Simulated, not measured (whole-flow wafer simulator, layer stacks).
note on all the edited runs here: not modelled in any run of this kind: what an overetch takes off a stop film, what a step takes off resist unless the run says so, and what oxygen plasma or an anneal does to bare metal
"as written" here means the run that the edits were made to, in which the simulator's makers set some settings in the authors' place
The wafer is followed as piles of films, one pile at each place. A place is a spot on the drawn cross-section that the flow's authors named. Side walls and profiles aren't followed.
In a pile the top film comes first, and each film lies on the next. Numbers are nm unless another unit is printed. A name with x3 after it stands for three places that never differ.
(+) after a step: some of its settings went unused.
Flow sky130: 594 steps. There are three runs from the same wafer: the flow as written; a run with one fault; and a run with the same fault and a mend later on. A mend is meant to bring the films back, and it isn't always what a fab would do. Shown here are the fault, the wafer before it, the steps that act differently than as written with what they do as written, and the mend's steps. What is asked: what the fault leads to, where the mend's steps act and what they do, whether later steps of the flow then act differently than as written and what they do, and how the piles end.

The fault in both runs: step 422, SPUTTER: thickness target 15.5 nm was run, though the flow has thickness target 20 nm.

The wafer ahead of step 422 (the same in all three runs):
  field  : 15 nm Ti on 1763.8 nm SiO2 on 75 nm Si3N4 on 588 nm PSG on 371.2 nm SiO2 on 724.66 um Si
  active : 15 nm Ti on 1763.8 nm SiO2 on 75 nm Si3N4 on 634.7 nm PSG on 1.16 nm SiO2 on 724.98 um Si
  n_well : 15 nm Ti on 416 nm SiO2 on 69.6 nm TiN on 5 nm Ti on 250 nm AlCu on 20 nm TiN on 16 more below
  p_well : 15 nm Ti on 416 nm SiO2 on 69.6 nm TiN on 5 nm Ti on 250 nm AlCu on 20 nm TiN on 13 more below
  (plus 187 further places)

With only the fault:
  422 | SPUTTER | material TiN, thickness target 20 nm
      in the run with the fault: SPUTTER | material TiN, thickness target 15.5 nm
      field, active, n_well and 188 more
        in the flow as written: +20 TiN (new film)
        in the run with the fault: +15.5 TiN (new film)
  Steps further on in the flow that do not act as written (7 more steps, not shown, differ only slightly: by at most 2% or 0.5 nm, whichever is larger):
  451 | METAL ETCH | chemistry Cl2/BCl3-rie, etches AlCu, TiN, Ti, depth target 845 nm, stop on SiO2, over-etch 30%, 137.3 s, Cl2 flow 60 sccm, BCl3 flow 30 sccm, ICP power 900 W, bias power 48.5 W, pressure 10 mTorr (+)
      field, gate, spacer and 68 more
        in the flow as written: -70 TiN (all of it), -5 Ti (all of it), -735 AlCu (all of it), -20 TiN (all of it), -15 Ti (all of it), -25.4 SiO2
        in the run with the fault: -70 TiN (all of it), -5 Ti (all of it), -735 AlCu (all of it), -15.5 TiN (all of it), -15 Ti (all of it), -25.8 SiO2
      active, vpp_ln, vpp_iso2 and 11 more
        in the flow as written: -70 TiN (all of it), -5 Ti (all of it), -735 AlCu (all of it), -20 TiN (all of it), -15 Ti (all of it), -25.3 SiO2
        in the run with the fault: -70 TiN (all of it), -5 Ti (all of it), -735 AlCu (all of it), -15.5 TiN (all of it), -15 Ti (all of it), -25.8 SiO2
  At n_well, p_well, gate_hv and 104 more, the piles at the end differ from the flow's by more than 2% or 0.5 nm, whichever is larger.
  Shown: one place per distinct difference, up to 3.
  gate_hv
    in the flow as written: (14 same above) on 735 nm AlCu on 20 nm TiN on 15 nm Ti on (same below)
    in the run with the fault: (14 same above) on 735 nm AlCu on 15.5 nm TiN on 15 nm Ti on (same below)
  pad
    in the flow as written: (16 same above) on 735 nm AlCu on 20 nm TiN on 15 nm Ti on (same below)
    in the run with the fault: (16 same above) on 735 nm AlCu on 15.5 nm TiN on 15 nm Ti on (same below)
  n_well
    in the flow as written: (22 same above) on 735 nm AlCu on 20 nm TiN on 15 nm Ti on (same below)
    in the run with the fault: (22 same above) on 735 nm AlCu on 15.5 nm TiN on 15 nm Ti on (same below)

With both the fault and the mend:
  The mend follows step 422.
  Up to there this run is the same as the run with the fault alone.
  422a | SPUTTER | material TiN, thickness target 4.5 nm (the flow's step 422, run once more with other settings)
      field, active, n_well and 188 more
        +4.5 TiN
  Every later step of the flow that is run acts as written at every place that is followed.
  By the end, the piles equal the flow's at every place that both follow.
